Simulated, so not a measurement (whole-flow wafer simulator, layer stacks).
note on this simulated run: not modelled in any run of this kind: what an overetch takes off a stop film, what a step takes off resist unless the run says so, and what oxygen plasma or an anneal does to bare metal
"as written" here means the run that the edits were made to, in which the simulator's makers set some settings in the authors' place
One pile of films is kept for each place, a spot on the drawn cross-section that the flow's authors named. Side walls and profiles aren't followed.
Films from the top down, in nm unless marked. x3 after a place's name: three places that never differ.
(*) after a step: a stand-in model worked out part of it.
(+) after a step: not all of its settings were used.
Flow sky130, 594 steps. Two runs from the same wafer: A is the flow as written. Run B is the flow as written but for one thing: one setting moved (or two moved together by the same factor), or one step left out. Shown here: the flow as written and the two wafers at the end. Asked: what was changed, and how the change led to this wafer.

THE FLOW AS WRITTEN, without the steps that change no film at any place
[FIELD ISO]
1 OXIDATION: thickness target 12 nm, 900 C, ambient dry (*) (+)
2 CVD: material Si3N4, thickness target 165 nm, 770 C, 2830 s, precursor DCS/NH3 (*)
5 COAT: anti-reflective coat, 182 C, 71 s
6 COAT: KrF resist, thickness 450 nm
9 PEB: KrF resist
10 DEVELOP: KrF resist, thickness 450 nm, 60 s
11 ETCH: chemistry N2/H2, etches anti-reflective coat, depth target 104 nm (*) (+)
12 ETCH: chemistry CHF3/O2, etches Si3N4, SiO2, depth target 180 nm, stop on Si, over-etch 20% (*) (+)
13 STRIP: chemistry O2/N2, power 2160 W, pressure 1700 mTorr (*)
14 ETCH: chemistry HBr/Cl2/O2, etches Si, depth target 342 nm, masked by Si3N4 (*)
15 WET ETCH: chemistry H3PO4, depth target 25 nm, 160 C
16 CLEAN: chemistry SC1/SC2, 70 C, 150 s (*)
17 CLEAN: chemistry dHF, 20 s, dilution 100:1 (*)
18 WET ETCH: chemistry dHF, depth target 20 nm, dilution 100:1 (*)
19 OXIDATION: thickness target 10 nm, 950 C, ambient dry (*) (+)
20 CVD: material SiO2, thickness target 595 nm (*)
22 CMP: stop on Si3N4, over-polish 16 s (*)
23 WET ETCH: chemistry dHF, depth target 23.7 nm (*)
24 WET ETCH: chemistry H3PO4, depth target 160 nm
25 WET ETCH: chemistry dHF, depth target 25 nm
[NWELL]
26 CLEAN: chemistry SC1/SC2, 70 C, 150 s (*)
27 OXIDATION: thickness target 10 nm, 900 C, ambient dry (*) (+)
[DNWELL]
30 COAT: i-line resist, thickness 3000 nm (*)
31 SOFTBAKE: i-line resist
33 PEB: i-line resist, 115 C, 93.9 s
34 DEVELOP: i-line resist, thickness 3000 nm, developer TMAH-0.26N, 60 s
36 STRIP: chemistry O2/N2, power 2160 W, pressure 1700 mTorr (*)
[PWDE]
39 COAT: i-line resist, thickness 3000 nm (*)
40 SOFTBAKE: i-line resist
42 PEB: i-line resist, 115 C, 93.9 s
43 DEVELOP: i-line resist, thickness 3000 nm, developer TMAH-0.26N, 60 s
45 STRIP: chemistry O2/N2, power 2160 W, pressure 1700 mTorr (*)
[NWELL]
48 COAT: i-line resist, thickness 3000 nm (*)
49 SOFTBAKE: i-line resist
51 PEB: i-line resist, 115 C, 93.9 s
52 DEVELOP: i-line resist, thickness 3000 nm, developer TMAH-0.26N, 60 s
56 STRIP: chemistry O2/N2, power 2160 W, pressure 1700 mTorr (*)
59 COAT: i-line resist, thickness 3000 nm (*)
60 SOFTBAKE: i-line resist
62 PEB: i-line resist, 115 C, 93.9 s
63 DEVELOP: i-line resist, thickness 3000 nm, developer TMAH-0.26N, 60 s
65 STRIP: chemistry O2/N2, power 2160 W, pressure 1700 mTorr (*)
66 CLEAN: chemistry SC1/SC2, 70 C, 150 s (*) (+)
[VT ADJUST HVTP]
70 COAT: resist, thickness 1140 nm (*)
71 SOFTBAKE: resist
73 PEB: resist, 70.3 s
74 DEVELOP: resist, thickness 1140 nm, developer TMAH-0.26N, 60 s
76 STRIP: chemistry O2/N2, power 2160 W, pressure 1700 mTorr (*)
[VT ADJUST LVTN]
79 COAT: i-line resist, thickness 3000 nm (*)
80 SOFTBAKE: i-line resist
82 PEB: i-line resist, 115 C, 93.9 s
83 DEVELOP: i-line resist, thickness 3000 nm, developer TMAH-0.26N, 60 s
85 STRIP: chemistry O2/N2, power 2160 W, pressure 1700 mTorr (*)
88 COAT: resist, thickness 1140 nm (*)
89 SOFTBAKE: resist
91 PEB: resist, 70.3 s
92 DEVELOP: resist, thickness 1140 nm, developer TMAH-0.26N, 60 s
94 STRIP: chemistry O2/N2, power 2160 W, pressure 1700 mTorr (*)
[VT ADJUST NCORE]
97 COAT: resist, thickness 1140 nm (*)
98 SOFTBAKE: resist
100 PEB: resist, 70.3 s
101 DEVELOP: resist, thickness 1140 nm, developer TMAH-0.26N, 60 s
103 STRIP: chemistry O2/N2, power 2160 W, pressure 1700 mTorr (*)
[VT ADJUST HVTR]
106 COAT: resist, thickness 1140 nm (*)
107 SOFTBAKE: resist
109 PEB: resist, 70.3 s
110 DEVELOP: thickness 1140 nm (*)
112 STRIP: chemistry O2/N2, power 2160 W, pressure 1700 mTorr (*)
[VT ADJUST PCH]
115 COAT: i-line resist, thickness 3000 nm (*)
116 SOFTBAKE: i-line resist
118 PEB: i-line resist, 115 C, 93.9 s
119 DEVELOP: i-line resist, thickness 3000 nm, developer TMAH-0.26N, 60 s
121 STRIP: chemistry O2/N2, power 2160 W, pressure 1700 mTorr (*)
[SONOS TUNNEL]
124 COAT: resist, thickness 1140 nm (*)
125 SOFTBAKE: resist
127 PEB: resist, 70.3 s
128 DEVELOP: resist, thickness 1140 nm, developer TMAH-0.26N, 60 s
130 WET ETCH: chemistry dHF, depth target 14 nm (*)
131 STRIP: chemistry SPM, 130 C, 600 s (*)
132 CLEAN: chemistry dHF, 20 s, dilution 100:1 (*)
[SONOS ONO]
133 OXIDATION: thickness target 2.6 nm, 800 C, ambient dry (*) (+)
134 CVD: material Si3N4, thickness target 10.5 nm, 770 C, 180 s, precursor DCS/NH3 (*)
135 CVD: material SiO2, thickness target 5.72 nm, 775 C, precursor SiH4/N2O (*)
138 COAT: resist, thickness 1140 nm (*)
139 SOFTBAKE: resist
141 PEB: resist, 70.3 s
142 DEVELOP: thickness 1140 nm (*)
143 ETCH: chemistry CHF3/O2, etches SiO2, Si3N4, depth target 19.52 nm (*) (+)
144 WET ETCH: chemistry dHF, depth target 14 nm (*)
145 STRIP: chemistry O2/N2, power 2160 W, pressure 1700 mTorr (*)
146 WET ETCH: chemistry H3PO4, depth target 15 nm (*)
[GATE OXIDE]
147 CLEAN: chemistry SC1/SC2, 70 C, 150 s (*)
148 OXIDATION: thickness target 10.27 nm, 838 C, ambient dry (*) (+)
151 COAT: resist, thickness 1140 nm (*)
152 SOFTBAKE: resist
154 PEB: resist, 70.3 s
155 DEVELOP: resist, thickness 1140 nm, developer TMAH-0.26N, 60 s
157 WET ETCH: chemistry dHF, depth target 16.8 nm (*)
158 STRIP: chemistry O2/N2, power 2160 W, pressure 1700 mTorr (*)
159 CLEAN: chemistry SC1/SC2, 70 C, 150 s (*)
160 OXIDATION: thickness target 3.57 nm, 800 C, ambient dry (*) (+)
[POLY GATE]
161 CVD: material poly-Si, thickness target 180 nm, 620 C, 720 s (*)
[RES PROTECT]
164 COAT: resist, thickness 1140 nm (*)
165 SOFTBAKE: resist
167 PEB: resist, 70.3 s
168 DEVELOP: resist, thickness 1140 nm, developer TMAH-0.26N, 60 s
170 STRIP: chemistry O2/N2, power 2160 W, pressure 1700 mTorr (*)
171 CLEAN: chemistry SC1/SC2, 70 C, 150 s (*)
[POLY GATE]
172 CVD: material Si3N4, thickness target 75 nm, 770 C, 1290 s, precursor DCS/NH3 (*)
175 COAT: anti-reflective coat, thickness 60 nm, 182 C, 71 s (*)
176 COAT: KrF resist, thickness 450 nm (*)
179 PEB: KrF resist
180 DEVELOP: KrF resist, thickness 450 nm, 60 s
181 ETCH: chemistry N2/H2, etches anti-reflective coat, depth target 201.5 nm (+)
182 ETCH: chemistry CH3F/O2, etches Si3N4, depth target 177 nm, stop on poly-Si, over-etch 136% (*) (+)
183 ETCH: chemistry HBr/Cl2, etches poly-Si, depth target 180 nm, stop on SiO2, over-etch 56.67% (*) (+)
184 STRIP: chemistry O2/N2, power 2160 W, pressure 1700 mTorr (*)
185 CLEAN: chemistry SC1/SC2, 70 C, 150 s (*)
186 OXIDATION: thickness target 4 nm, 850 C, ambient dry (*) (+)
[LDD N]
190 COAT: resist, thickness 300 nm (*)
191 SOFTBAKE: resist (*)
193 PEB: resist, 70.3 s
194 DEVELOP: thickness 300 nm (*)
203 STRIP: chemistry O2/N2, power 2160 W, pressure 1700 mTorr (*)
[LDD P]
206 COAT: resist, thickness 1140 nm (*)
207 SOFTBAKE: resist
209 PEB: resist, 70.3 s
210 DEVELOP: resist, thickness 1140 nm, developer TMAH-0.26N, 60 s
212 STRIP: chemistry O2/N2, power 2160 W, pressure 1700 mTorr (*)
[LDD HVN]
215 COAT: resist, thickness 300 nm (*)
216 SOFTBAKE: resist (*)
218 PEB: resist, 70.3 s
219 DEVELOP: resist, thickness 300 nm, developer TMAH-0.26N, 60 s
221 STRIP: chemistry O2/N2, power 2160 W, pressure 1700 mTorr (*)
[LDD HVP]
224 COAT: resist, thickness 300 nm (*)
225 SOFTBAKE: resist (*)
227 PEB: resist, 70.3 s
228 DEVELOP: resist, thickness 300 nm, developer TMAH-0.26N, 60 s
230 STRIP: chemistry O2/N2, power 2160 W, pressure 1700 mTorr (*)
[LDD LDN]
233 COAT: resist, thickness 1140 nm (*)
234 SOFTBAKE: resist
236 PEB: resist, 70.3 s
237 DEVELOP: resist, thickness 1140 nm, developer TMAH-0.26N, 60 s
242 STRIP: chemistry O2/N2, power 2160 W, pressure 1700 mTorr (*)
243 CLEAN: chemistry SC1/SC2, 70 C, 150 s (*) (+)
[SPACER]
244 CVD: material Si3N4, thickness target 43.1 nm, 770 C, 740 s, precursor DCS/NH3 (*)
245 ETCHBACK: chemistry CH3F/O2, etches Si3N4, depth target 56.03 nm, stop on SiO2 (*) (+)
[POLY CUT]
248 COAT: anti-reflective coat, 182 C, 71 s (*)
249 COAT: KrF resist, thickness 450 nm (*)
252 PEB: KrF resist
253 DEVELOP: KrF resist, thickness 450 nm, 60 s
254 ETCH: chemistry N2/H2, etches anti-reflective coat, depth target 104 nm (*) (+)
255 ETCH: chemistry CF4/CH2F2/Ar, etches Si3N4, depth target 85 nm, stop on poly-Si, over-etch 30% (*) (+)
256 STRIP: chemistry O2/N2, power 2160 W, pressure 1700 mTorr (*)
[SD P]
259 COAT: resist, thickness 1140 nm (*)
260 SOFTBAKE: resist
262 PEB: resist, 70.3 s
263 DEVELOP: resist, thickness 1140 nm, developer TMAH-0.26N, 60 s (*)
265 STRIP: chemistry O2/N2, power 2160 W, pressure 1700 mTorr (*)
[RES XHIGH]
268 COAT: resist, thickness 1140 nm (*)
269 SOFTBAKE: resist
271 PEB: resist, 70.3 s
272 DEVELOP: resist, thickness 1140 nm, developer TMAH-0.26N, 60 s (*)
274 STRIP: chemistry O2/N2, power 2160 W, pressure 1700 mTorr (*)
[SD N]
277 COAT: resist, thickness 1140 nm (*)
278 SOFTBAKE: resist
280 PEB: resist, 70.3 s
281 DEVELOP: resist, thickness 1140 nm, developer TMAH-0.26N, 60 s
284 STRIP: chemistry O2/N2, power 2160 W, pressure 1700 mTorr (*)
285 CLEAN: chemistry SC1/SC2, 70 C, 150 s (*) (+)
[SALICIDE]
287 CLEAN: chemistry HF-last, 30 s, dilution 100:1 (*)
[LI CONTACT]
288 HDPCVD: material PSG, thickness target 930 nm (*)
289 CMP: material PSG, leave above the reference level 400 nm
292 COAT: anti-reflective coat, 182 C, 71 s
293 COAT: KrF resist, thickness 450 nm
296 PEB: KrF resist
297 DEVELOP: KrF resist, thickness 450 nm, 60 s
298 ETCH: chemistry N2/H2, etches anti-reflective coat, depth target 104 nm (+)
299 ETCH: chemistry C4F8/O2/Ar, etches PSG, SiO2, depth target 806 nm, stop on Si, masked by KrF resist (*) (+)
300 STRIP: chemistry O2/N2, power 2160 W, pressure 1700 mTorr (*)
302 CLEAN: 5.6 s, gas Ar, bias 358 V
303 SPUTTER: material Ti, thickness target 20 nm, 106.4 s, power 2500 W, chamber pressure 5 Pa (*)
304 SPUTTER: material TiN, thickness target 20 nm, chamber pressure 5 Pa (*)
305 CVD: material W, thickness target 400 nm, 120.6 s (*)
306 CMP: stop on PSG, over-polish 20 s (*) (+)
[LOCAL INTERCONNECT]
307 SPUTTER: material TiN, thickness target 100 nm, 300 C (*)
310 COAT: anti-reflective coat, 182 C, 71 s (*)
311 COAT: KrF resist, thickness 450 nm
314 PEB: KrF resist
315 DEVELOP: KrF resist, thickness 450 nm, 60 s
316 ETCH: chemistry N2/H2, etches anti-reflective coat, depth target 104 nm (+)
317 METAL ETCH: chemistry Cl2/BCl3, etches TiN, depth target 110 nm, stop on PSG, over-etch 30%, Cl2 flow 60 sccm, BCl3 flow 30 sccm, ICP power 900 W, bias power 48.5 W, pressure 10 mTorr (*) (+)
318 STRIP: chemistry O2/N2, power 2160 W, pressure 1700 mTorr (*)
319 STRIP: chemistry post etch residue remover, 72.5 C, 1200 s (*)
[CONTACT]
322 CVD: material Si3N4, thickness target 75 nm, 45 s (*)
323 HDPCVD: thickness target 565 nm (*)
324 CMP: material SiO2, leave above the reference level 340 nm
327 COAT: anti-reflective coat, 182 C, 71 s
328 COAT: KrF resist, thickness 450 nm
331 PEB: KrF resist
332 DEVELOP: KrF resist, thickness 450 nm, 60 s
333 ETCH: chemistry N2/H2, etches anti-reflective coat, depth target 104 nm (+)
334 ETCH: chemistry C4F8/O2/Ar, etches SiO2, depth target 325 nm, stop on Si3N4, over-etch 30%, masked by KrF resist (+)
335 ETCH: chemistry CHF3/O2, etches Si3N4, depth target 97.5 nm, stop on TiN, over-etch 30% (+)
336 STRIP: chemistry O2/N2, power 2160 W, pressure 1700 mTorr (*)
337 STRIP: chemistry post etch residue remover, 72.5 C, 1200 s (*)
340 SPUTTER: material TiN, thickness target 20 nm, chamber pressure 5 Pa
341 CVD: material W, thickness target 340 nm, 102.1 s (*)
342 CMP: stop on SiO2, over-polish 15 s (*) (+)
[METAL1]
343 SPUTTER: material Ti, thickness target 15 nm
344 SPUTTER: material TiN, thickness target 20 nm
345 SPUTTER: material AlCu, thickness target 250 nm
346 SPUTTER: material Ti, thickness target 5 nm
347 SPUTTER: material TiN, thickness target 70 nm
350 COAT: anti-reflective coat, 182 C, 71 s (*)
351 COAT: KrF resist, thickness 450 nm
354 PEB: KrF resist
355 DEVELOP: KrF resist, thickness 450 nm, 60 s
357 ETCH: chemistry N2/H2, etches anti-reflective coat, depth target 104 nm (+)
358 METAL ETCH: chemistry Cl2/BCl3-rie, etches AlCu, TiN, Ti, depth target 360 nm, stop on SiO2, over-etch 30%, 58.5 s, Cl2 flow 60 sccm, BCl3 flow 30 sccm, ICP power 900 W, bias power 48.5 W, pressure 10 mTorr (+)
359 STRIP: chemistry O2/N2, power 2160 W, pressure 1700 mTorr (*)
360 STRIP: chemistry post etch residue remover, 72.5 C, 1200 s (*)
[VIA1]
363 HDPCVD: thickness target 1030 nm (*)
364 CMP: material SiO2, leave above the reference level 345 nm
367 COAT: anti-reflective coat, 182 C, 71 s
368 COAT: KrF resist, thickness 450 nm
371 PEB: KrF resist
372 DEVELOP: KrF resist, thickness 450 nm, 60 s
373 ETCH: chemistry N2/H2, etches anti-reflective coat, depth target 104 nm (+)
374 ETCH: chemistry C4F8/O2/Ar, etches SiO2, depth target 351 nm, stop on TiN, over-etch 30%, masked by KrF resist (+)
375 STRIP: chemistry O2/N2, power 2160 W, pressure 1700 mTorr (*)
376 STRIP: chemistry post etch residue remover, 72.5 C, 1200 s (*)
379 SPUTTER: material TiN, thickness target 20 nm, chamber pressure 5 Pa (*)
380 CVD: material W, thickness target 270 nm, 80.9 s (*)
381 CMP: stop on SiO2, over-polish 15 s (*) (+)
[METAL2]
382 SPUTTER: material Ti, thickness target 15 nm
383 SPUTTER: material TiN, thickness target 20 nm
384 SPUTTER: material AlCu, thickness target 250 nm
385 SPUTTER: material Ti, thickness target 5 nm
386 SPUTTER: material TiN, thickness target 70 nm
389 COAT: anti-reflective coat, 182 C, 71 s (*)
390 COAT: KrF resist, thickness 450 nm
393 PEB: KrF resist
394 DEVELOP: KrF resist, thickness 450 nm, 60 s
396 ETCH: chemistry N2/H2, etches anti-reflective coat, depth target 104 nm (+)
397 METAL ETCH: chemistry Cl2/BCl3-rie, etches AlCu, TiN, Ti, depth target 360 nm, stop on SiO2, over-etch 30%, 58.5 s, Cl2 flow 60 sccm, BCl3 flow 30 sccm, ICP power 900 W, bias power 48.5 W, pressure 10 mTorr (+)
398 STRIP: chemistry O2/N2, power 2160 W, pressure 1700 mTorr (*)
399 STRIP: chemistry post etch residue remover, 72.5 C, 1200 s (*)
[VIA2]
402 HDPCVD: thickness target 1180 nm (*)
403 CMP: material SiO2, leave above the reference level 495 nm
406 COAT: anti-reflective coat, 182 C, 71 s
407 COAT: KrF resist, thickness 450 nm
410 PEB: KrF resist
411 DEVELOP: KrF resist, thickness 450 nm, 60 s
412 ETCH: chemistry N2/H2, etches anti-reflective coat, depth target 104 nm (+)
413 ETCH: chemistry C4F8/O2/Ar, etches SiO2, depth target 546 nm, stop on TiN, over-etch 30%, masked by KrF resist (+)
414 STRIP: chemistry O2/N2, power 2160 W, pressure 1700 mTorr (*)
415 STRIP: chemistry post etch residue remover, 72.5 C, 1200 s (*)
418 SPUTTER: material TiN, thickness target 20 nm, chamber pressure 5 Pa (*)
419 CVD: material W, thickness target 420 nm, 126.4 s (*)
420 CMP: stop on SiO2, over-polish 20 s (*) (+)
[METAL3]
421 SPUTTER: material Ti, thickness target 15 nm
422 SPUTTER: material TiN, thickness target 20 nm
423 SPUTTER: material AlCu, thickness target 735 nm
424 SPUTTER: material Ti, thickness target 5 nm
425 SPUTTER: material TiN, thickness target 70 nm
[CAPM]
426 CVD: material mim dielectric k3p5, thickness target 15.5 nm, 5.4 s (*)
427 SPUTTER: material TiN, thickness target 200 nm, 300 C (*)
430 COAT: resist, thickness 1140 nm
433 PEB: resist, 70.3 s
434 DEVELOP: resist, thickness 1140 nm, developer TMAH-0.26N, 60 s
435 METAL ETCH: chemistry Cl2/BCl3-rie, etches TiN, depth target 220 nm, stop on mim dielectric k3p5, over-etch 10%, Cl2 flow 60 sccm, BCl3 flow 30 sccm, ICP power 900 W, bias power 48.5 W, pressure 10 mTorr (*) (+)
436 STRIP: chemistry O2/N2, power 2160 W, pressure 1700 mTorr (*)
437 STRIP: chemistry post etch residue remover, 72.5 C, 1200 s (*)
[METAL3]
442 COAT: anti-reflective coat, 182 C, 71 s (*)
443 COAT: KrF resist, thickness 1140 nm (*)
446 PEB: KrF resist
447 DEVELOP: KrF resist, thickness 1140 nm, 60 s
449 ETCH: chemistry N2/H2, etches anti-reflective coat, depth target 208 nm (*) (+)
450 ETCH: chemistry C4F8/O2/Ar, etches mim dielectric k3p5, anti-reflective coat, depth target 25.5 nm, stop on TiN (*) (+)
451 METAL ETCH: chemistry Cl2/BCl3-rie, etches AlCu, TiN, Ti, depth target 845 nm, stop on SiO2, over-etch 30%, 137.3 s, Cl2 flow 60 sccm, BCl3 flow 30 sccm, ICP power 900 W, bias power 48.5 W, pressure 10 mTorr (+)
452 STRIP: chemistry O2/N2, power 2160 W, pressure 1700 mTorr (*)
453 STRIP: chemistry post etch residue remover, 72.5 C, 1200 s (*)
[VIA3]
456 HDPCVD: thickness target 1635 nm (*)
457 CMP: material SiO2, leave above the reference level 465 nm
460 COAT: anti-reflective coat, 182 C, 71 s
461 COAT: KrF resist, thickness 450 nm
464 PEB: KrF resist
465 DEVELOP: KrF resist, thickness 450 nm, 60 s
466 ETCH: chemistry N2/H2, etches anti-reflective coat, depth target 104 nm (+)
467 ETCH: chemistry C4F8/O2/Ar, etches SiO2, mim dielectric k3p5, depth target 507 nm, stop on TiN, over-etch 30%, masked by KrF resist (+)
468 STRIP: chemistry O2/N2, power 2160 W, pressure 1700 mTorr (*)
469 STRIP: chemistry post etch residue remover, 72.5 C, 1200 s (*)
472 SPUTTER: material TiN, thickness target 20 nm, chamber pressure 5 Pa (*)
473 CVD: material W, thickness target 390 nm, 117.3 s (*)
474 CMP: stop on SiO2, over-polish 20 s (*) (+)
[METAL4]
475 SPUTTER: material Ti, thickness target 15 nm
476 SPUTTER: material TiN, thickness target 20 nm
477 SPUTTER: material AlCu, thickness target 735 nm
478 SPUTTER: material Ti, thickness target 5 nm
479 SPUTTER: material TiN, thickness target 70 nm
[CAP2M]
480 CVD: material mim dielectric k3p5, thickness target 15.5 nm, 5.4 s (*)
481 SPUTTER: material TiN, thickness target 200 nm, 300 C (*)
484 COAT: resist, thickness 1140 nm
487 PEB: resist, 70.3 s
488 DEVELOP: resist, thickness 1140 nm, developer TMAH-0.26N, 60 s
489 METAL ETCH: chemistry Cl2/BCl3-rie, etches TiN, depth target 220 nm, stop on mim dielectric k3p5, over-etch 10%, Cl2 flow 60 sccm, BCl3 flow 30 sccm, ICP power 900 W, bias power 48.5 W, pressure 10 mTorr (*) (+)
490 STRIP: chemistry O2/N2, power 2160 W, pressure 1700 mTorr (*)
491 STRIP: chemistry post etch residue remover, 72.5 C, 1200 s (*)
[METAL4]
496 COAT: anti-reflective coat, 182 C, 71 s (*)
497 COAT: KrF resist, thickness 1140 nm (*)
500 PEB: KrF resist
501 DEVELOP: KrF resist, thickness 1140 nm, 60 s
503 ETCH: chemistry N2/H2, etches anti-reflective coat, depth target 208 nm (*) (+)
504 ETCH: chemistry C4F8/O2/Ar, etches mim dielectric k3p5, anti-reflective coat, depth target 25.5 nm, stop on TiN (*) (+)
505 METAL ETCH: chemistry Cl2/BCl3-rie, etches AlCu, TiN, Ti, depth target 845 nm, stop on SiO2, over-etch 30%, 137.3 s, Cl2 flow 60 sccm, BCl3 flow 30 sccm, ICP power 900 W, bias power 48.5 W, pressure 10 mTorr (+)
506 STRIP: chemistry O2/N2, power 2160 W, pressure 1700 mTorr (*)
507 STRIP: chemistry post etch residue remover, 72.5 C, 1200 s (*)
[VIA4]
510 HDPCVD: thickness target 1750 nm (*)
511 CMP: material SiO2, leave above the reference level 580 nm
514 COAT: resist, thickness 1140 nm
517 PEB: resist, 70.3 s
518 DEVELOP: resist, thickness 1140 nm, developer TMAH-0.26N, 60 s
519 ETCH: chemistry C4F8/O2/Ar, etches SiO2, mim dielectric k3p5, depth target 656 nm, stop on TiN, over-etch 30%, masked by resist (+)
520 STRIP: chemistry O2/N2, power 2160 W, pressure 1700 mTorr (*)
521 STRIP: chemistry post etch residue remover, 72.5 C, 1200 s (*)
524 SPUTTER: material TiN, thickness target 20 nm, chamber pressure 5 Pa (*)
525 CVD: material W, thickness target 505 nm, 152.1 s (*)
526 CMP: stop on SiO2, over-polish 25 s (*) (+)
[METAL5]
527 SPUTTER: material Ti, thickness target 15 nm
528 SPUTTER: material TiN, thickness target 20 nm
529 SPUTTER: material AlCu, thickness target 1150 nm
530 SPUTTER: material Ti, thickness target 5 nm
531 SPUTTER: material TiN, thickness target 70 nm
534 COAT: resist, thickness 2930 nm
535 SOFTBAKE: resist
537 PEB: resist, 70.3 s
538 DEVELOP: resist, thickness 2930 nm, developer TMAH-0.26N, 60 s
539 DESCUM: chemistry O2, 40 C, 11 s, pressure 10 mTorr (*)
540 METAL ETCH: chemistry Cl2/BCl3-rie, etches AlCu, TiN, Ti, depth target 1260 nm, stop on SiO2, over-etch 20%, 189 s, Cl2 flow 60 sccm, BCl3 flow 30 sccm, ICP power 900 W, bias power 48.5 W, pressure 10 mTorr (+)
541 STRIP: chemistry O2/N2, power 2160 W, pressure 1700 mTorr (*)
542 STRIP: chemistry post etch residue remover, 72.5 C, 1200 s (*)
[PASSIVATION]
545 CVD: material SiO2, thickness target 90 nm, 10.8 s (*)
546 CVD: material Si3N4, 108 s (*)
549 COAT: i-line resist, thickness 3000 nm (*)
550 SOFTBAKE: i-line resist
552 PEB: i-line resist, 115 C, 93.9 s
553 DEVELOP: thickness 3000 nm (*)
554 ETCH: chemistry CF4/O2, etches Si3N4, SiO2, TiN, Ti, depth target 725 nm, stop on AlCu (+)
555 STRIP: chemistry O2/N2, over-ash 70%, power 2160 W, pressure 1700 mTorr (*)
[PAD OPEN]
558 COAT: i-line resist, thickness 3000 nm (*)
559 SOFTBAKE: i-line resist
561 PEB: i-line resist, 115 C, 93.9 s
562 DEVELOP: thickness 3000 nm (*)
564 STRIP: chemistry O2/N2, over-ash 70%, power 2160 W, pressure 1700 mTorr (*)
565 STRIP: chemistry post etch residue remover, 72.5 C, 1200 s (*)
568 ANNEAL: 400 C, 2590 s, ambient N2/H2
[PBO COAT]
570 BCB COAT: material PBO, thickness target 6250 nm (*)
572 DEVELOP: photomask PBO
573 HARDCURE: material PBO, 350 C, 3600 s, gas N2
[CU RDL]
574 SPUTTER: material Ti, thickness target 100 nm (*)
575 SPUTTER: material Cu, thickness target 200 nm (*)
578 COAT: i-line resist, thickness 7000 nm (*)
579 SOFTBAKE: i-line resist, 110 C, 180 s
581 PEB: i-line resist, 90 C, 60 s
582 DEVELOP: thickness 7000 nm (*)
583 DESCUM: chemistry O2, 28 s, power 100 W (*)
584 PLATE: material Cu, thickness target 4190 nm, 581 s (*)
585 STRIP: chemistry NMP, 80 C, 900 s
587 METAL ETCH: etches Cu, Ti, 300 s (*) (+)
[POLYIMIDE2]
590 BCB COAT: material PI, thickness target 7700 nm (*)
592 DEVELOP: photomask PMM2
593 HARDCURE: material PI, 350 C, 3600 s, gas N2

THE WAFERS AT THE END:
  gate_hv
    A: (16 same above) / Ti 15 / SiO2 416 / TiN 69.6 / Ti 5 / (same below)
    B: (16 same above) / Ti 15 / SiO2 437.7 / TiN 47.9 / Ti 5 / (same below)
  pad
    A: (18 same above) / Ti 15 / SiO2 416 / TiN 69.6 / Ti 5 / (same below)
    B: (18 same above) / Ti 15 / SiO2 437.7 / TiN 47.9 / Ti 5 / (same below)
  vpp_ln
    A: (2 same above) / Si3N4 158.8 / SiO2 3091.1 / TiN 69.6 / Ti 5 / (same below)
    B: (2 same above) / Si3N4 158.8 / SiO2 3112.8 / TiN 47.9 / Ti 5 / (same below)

The cause: step 386, SPUTTER: thickness target 48.3 nm was run, where the flow has thickness target 70 nm.

How the change led to this, step by step:
  386 SPUTTER: material TiN, thickness target 70 nm
      field, active, n_well and 188 more: A TiN +70 (new film) | B TiN +48.3 (new film)
  397 METAL ETCH: chemistry Cl2/BCl3-rie, etches AlCu, TiN, Ti, depth target 360 nm, stop on SiO2, over-etch 30%, 58.5 s, Cl2 flow 60 sccm, BCl3 flow 30 sccm, ICP power 900 W, bias power 48.5 W, pressure 10 mTorr (+)
      field, active, gate and 82 more: A TiN -68.7 (all of it), Ti -5 (all of it), AlCu -250 (all of it), TiN -20 (all of it), Ti -15 (all of it), SiO2 -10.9 | B TiN -47 (all of it), Ti -5 (all of it), AlCu -250 (all of it), TiN -20 (all of it), Ti -15 (all of it), SiO2 -13.1
  403 CMP: material SiO2, leave above the reference level 495 nm
      n_well, p_well, gate_hv and 101 more: A SiO2 -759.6 | B SiO2 -737.9
      m1, via1_hole: A SiO2 -759.1 | B SiO2 -737.4
  413 ETCH: chemistry C4F8/O2/Ar, etches SiO2, depth target 546 nm, stop on TiN, over-etch 30%, masked by KrF resist (+)
      m1: A SiO2 -420.3 (all of it) | B SiO2 -442 (all of it)
      via2_hole: A SiO2 -419.8 (all of it) | B SiO2 -441.5 (all of it)
  419 CVD: material W, thickness target 420 nm, 126.4 s (*)
      m1: A W +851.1 (new film) | B W +873.1 (new film)
      via2_hole: A W +850.7 (new film) | B W +872.7 (new film)
